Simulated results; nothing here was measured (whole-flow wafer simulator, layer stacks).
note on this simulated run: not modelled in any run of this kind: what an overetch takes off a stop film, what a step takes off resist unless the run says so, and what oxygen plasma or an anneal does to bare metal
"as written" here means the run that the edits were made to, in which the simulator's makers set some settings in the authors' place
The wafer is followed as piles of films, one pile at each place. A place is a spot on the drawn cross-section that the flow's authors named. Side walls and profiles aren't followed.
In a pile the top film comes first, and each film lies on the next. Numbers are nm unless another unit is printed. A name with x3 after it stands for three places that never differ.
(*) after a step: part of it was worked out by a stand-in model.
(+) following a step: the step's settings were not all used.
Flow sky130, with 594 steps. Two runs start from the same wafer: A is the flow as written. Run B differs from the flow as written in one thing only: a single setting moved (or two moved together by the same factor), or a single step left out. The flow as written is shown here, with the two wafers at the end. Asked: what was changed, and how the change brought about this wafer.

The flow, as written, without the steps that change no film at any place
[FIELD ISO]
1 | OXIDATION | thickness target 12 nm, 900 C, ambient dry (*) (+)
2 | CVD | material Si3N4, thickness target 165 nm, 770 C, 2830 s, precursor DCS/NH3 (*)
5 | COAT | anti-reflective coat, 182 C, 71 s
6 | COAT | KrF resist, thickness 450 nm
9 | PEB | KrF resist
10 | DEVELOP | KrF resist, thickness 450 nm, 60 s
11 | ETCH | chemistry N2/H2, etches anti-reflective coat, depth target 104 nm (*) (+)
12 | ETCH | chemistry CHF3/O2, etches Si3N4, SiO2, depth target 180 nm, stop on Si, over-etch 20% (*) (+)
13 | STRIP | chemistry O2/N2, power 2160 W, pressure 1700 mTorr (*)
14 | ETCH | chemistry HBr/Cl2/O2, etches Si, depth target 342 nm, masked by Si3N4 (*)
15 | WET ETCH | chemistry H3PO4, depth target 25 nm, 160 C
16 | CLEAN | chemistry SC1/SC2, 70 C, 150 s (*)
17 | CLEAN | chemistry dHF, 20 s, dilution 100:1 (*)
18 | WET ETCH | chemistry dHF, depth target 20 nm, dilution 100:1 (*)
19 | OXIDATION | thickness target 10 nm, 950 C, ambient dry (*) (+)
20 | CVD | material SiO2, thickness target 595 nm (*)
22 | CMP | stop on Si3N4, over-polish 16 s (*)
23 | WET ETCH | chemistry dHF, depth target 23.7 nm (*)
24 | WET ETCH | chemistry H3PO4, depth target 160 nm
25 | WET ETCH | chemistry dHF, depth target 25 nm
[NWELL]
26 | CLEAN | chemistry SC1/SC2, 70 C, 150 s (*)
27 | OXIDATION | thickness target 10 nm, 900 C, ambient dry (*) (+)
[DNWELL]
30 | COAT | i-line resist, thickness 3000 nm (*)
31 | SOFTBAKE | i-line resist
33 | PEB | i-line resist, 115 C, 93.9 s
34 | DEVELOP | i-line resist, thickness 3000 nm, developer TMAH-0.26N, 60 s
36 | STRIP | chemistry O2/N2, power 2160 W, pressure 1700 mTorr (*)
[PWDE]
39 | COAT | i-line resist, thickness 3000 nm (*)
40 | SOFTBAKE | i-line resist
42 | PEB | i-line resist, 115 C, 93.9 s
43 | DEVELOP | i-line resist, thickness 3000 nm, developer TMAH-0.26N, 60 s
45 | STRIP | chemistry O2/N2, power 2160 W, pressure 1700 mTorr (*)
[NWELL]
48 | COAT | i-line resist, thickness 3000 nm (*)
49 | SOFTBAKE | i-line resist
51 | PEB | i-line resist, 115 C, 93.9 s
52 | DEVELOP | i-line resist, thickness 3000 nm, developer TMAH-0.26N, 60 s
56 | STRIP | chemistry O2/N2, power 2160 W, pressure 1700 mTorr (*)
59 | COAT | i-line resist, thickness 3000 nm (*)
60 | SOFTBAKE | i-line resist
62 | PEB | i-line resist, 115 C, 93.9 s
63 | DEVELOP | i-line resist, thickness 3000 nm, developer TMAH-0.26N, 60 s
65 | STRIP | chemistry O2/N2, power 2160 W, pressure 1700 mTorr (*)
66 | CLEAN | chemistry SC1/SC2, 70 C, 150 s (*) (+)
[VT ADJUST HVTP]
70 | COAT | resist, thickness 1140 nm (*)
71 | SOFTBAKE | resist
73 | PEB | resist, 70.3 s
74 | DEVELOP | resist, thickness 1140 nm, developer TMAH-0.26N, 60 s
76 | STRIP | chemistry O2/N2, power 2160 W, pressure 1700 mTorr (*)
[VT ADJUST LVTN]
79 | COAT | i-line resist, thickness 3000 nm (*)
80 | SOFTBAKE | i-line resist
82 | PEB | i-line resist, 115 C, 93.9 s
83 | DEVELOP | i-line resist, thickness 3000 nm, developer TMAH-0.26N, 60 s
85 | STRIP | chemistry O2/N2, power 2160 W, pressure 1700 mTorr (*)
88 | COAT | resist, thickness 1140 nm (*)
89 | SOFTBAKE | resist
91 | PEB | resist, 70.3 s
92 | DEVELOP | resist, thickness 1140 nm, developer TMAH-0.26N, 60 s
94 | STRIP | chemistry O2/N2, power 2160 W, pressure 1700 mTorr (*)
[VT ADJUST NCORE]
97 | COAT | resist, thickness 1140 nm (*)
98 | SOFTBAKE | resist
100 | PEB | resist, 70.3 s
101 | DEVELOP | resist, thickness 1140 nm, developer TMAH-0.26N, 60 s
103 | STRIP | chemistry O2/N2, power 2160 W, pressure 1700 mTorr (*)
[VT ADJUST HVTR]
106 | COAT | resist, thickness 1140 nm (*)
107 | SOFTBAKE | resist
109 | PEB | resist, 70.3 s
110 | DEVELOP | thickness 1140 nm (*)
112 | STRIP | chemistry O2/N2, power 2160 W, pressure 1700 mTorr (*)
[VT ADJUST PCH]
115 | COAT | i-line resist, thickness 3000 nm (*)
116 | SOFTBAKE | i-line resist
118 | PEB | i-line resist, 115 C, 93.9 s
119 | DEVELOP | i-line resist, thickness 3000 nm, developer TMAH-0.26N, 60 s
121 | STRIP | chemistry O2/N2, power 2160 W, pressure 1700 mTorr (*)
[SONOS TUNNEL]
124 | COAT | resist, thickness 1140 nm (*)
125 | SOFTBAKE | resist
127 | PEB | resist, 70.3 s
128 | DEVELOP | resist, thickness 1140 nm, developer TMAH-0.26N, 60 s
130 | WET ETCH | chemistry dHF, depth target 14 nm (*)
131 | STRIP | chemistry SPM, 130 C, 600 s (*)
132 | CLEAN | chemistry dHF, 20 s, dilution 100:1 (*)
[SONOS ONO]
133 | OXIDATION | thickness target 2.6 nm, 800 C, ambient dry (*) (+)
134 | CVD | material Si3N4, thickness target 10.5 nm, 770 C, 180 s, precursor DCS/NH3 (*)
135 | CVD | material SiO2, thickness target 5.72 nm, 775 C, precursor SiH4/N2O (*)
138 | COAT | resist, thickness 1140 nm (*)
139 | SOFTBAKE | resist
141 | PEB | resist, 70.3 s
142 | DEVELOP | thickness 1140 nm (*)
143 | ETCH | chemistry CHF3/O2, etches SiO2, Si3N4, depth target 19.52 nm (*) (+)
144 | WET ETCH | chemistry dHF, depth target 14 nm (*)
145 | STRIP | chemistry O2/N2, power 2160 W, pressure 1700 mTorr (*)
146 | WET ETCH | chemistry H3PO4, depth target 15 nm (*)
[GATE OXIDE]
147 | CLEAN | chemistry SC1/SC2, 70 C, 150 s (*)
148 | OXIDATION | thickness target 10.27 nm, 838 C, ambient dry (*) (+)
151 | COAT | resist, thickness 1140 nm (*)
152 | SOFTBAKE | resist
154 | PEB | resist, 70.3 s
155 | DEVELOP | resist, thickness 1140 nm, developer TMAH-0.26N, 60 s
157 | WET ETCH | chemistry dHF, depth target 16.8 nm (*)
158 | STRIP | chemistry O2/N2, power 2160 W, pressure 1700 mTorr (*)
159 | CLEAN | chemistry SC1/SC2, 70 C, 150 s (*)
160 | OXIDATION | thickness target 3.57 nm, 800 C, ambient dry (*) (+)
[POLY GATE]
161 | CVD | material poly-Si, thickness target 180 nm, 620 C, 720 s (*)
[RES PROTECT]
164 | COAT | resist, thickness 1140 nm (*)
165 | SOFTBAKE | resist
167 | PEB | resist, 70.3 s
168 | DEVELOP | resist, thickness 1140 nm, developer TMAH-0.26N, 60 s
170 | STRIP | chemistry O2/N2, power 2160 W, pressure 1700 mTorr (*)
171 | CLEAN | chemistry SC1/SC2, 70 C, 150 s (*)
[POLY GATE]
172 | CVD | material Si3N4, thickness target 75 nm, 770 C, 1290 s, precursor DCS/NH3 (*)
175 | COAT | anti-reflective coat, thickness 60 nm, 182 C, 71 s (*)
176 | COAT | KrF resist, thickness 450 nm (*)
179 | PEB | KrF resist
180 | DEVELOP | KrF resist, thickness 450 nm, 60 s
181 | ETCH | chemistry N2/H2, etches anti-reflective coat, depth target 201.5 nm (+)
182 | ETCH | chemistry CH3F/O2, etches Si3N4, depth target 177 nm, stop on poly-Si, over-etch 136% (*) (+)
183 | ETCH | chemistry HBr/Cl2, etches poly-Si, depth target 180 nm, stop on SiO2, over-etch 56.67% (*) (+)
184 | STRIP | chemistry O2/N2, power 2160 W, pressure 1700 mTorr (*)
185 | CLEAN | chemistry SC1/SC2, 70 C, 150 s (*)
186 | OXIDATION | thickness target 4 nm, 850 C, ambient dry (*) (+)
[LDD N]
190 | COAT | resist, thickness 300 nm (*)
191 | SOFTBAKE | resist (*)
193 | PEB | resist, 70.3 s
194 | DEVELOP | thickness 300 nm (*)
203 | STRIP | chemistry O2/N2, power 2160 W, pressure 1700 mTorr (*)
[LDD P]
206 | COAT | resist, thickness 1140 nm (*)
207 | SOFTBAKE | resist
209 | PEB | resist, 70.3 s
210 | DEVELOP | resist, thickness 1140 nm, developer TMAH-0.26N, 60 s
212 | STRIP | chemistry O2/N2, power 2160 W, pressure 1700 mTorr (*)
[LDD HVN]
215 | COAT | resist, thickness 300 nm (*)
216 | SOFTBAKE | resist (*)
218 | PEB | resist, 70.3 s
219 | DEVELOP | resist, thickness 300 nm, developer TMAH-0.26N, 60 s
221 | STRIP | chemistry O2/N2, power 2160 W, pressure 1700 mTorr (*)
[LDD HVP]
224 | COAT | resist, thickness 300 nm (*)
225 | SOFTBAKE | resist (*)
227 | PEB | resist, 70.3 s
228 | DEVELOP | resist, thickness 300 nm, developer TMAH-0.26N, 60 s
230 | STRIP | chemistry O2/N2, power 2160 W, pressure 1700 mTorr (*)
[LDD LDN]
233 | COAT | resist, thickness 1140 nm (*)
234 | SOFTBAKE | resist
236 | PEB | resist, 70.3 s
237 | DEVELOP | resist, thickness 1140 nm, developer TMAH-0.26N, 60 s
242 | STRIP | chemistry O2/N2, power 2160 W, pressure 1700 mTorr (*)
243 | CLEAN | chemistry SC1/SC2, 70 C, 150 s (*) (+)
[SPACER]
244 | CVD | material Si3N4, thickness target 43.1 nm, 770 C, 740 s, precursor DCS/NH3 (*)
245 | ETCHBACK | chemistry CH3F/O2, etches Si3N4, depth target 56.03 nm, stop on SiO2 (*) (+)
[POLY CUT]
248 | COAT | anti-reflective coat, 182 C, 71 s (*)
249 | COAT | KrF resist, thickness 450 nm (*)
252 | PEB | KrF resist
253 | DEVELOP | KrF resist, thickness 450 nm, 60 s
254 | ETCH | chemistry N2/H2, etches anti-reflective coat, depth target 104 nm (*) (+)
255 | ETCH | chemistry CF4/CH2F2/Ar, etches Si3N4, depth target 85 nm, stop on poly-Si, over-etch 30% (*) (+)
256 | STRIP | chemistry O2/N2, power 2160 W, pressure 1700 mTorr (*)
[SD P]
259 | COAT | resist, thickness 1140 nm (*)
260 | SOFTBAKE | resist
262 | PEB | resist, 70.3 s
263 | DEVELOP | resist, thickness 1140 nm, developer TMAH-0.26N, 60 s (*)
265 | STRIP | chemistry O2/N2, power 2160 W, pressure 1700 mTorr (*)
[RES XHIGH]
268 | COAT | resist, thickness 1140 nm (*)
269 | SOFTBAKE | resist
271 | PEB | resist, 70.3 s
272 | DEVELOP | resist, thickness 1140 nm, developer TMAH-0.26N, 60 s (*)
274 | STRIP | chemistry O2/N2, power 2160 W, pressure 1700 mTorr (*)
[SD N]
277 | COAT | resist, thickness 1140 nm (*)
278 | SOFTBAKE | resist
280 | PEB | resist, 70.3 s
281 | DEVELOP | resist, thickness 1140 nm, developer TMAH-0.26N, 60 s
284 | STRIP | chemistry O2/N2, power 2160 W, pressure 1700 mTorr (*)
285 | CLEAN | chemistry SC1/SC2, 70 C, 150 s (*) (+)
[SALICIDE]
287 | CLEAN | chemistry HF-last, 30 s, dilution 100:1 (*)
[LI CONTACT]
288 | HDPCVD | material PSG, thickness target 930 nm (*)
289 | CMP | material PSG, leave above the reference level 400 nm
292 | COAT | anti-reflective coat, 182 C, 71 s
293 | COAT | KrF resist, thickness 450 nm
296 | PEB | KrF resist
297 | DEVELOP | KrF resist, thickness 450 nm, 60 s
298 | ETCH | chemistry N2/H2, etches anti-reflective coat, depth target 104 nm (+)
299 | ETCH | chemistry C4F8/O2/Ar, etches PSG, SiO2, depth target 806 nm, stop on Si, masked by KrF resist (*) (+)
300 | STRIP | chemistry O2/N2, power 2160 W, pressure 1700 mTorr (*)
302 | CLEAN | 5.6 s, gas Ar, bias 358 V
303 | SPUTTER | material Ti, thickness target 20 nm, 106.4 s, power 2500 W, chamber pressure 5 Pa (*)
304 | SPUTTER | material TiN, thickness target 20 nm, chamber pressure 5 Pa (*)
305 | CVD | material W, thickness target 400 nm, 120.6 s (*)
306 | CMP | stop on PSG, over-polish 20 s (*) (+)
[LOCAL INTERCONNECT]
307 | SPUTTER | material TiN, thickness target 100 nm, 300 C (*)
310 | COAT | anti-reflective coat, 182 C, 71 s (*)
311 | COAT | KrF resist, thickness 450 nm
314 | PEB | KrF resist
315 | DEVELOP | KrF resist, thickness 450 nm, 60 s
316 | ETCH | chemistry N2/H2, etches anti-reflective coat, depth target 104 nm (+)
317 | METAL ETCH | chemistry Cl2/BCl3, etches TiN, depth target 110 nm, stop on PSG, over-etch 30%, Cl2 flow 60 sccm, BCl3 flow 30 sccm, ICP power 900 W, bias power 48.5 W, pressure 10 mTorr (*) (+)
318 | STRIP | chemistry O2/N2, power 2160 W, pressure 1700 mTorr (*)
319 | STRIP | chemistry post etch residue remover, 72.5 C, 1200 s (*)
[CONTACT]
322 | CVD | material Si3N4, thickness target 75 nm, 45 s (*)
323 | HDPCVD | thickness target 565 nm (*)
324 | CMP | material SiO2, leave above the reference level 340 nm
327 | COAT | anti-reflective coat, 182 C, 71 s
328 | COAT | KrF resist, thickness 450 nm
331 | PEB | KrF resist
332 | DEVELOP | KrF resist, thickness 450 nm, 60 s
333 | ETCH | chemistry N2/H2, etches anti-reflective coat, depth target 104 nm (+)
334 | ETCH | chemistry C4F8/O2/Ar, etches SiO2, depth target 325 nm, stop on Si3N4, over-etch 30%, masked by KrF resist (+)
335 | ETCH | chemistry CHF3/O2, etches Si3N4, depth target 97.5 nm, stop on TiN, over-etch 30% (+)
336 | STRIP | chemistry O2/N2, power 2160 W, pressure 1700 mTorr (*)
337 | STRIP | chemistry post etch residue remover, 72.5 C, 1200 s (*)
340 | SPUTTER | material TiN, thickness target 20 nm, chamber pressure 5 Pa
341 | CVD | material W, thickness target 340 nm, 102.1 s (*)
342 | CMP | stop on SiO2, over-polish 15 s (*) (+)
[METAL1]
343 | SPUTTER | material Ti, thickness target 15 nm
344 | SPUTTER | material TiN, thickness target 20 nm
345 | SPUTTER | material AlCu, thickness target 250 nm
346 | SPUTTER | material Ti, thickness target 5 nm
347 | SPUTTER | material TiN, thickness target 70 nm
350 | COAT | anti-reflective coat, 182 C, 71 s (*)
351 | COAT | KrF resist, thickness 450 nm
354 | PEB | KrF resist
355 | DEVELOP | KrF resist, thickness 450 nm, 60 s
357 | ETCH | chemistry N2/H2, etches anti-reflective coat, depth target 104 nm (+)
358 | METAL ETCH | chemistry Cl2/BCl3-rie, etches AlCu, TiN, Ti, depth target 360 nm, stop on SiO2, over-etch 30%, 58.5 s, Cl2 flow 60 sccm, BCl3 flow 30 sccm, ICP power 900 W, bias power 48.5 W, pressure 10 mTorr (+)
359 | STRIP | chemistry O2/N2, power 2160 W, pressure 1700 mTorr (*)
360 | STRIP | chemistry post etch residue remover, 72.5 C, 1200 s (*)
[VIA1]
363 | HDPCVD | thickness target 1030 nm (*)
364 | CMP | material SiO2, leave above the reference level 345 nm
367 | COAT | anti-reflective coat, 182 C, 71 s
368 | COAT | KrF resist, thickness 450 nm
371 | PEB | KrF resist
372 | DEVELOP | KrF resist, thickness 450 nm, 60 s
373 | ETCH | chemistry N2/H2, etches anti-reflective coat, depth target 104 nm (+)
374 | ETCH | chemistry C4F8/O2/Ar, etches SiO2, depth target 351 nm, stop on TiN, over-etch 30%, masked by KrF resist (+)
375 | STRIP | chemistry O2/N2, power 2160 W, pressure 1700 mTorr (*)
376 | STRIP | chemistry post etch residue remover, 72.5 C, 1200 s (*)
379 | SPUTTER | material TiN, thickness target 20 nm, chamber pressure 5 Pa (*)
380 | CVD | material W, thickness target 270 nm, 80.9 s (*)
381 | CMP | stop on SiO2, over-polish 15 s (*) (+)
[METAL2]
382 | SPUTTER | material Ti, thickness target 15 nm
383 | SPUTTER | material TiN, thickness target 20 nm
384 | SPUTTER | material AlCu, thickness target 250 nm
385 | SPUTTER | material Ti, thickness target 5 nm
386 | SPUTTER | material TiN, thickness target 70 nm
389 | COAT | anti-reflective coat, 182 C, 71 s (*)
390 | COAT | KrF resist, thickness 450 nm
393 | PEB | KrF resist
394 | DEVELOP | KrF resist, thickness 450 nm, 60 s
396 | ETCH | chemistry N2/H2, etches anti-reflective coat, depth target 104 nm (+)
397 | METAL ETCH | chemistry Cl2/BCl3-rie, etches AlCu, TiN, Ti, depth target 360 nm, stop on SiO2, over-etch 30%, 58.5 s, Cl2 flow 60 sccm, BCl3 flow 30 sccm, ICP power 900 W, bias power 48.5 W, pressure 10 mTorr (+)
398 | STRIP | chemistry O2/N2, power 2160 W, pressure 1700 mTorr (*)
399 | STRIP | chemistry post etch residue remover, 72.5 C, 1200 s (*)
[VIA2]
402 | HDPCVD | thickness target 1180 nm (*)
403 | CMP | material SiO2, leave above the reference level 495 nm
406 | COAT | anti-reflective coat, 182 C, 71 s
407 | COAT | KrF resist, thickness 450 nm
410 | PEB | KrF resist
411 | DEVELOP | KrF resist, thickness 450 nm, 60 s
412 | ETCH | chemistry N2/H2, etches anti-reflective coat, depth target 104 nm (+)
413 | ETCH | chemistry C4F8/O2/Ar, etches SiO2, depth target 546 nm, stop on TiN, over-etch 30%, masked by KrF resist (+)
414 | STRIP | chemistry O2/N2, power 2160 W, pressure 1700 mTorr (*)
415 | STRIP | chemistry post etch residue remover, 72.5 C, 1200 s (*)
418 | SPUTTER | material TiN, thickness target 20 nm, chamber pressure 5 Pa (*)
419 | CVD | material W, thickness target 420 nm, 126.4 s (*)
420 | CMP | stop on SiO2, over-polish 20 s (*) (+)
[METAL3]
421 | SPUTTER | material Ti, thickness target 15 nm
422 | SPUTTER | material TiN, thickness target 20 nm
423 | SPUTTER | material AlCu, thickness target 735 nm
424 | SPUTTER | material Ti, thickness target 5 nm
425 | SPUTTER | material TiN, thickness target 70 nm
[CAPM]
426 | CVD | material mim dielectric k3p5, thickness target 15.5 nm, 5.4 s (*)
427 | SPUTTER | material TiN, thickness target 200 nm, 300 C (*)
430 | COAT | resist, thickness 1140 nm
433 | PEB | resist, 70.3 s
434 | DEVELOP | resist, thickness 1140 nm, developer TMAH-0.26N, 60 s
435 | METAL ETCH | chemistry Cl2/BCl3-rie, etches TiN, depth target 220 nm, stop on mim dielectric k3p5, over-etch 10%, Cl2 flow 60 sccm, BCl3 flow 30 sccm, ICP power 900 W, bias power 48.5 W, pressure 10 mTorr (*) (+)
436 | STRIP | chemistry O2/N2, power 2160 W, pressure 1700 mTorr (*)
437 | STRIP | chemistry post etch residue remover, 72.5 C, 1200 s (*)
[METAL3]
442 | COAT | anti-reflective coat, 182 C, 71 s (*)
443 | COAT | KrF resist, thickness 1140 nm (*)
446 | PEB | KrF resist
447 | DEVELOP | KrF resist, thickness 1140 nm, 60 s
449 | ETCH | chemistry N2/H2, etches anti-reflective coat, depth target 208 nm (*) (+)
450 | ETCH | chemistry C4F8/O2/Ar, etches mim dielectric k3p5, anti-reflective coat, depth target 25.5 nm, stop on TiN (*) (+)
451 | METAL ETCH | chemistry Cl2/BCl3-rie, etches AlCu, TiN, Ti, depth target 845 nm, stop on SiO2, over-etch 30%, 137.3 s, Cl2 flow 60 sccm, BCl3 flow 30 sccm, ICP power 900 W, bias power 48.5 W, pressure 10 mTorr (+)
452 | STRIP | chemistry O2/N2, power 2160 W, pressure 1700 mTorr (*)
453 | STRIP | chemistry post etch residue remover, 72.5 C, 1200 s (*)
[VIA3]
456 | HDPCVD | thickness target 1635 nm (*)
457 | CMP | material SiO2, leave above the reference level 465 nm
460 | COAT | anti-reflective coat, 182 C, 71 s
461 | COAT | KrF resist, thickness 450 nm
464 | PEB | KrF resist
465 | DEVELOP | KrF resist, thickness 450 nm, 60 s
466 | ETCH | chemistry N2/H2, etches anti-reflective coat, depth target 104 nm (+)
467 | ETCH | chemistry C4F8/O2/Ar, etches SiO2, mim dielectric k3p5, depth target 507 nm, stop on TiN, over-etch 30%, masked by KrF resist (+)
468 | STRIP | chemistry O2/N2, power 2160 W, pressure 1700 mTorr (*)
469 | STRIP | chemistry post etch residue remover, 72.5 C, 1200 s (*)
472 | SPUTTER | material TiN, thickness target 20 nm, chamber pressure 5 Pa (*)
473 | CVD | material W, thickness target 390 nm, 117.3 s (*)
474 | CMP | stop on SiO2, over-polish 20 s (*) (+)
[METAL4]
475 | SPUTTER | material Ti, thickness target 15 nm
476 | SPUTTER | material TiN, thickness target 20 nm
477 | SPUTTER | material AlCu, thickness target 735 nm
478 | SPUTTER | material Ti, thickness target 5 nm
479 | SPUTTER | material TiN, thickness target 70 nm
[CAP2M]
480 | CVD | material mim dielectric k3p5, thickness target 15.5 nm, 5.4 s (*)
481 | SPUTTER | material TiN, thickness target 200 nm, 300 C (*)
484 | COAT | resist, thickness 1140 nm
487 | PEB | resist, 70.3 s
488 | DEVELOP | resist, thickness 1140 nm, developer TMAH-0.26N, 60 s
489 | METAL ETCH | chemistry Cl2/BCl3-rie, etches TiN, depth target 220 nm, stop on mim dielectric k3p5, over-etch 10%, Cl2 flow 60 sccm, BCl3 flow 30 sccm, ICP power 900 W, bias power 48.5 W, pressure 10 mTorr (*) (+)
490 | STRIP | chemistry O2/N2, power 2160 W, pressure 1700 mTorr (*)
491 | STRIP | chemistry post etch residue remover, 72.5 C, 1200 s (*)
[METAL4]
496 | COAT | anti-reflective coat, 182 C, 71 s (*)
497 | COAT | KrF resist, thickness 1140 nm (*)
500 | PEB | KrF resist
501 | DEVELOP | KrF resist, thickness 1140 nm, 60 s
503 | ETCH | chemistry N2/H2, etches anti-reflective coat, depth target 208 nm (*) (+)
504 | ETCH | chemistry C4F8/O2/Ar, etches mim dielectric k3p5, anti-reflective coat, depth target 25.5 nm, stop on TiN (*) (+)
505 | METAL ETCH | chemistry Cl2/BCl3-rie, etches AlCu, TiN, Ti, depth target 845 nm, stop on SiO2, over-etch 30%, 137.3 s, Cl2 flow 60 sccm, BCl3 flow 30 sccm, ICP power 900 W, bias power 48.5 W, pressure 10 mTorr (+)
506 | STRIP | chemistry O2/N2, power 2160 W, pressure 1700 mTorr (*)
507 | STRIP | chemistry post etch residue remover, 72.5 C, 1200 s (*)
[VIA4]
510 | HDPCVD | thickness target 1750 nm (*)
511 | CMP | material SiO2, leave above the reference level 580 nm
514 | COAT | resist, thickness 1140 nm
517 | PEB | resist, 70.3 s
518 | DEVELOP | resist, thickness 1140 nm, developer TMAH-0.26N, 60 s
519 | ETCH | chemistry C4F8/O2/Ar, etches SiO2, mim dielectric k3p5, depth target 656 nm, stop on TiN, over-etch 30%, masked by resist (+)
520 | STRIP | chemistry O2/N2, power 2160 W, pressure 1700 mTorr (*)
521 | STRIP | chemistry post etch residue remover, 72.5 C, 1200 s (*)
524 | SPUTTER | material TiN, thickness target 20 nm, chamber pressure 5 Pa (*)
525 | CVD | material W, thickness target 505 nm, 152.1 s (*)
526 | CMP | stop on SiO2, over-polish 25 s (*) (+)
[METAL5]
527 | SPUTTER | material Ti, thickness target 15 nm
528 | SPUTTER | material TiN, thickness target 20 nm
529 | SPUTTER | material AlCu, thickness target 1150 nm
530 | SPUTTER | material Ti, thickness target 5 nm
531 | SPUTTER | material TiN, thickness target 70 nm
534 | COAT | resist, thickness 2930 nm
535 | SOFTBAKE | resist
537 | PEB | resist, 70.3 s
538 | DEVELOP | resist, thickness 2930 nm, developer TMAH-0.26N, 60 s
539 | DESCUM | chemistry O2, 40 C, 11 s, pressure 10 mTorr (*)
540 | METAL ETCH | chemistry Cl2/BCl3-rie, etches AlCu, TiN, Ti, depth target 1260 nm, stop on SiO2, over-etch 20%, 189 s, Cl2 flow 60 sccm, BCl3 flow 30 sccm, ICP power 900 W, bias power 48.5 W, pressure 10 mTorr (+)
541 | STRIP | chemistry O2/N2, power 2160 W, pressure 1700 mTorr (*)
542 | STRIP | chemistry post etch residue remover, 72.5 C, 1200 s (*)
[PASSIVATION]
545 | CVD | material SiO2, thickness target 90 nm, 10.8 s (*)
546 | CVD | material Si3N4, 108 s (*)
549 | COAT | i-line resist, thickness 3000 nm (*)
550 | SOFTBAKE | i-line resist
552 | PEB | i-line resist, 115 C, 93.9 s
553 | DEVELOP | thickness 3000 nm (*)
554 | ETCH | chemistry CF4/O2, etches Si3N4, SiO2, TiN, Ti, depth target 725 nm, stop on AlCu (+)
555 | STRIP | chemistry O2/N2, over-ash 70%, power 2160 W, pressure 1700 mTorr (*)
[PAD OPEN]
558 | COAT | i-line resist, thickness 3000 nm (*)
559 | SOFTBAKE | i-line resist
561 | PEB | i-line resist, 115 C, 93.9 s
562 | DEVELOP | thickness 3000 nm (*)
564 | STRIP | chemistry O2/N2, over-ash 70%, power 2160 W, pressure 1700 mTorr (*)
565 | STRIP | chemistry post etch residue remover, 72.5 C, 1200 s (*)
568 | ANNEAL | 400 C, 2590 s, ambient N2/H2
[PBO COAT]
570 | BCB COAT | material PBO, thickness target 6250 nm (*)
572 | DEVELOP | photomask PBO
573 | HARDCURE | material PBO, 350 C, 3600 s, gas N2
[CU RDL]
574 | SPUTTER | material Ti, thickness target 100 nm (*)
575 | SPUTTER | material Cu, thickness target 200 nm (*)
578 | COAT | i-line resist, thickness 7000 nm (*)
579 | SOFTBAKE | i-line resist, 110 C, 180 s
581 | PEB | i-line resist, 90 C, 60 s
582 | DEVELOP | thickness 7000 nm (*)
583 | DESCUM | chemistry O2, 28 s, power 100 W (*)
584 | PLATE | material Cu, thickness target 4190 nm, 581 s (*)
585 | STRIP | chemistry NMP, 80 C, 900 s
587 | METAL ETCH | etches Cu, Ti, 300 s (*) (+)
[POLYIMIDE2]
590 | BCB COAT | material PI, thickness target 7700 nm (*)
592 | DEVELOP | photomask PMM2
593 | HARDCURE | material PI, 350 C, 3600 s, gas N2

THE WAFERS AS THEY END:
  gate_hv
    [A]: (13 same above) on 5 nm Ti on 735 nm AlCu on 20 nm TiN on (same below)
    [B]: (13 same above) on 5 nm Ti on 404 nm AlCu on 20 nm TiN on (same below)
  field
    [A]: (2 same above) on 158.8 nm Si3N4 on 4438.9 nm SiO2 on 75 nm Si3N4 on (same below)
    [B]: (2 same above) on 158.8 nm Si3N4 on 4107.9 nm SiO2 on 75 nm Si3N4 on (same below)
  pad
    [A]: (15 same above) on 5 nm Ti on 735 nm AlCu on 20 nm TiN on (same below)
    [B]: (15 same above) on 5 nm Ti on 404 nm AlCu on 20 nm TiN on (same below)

What caused this: step 423, SPUTTER: thickness target 404 nm was run, though the flow has thickness target 735 nm.
The wafer itself shows it: gate_hv has AlCu 404, and step 423 as written asks for 735 nm.

The path from the change to this, step by step:
  423 | SPUTTER | material AlCu, thickness target 735 nm
      field, active, n_well and 188 more: A +735 AlCu (new film) | B +404 AlCu (new film)
  451 | METAL ETCH | chemistry Cl2/BCl3-rie, etches AlCu, TiN, Ti, depth target 845 nm, stop on SiO2, over-etch 30%, 137.3 s, Cl2 flow 60 sccm, BCl3 flow 30 sccm, ICP power 900 W, bias power 48.5 W, pressure 10 mTorr (+)
      field, gate, spacer and 66 more: A -70 TiN (all of it), -5 Ti (all of it), -735 AlCu (all of it), -20 TiN (all of it), -15 Ti (all of it), -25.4 SiO2 | B -70 TiN (all of it), -5 Ti (all of it), -404 AlCu (all of it), -20 TiN (all of it), -15 Ti (all of it), -58.5 SiO2
      vpp_ln, vpp_iso2, ndiff_ln and 8 more: A -70 TiN (all of it), -5 Ti (all of it), -735 AlCu (all of it), -20 TiN (all of it), -15 Ti (all of it), -25.3 SiO2 | B -70 TiN (all of it), -5 Ti (all of it), -404 AlCu (all of it), -20 TiN (all of it), -15 Ti (all of it), -58.4 SiO2
      (also at 5 further places)
  457 | CMP | material SiO2, leave above the reference level 465 nm
      field, gate, spacer and 61 more: A -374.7 SiO2 | B -672.6 SiO2
      active, vpp_ln, vpp_iso1 and 18 more: A -374.7 SiO2 | B -672.5 SiO2
